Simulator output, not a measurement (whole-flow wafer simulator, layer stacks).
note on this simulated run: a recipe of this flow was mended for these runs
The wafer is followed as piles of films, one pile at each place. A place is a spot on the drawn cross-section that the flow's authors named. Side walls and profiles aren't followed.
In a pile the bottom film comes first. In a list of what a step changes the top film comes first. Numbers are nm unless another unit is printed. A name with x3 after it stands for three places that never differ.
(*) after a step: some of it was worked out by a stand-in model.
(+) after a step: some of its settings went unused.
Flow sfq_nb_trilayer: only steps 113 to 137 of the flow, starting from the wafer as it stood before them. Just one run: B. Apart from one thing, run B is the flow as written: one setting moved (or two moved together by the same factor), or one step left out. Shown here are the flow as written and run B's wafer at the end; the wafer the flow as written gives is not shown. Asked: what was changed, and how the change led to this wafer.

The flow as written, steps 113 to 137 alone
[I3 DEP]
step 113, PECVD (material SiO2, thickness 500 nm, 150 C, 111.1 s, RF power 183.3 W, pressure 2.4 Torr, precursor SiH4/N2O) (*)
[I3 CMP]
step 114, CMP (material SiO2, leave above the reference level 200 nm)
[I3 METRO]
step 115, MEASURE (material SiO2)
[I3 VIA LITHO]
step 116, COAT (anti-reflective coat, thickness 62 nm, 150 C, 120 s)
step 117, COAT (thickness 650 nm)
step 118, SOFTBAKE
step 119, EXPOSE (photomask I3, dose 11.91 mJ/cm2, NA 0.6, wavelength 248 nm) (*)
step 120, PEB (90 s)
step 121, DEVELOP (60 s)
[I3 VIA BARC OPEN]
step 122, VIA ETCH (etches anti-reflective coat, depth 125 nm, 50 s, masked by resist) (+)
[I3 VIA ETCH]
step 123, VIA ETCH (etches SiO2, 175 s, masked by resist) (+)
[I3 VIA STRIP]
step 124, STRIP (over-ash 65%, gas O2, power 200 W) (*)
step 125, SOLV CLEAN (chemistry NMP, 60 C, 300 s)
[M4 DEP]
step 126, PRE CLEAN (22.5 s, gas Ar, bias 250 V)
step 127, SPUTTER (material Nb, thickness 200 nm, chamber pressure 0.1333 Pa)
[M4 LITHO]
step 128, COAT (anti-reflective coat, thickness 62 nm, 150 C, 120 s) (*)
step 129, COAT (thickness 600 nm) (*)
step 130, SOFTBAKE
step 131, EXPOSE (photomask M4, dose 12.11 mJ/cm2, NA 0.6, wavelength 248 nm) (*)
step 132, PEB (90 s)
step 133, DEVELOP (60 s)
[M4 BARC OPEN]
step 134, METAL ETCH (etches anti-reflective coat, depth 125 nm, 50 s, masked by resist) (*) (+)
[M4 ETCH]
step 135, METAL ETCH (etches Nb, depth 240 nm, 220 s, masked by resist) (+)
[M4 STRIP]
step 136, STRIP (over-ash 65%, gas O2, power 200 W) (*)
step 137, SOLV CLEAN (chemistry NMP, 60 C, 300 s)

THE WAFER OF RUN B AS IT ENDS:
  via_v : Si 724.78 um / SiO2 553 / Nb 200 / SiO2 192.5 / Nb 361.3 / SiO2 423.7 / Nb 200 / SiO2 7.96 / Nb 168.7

Cause: step 123, VIA ETCH: 124 s was run, while the flow as written has 175 s.

The path from the change to this, step by step:
  step 123, VIA ETCH (etches SiO2, 175 s, masked by resist) (+)
      via_v: -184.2 SiO2 (in the flow as written it would be: -199.7 SiO2 (all of it), -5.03 Nb)
      field_l, v_sur, via_wl and 102 more: -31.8 KrF-resist-other-grade (in the flow as written it would be: -44.8 KrF-resist-other-grade)
  step 124, STRIP (over-ash 65%, gas O2, power 200 W) (*)
      field_l, v_sur, via_wl and 102 more: -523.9 KrF-resist-other-grade (all of it), -62 anti-reflective coat (all of it) (in the flow as written it would be: -510.8 KrF-resist-other-grade (all of it), -62 anti-reflective coat (all of it))
  step 126, PRE CLEAN (22.5 s, gas Ar, bias 250 V)
      via_v: -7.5 SiO2 (in the flow as written it would be: -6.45 Nb)
  step 127, SPUTTER (material Nb, thickness 200 nm, chamber pressure 0.1333 Pa)
      via_v: +168.7 Nb (new film) (in the flow as written it would be: +164.5 Nb)
  step 128, COAT (anti-reflective coat, thickness 62 nm, 150 C, 120 s) (*)
      via_wr: +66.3 anti-reflective coat (new film) (in the flow as written it would be: +68.3 anti-reflective coat (new film))
      via_sp: +38.9 anti-reflective coat (new film) (in the flow as written it would be: +41.4 anti-reflective coat (new film))
      (also at 3 further places)
  step 134, METAL ETCH (etches anti-reflective coat, depth 125 nm, 50 s, masked by resist) (*) (+)
      be: -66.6 anti-reflective coat (all of it) (in the flow as written it would be: -68.4 anti-reflective coat (all of it))
  step 136, STRIP (over-ash 65%, gas O2, power 200 W) (*)
      via_wr: -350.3 KrF-resist-other-grade (all of it), -66.3 anti-reflective coat (all of it) (in the flow as written it would be: -348.5 KrF-resist-other-grade (all of it), -68.3 anti-reflective coat (all of it))
      via_sp: -367.2 KrF-resist-other-grade (all of it), -38.9 anti-reflective coat (all of it) (in the flow as written it would be: -364.7 KrF-resist-other-grade (all of it), -41.4 anti-reflective coat (all of it))
      (also at 2 further places)
With metal films that touch counted as one body, via_v has 4 bodies (between them, from the top down: SiO2 7.96; SiO2 423.7; SiO2 192.5); the flow as written gives 3 bodies (between them, from the top down: SiO2 423.7; SiO2 192.5).
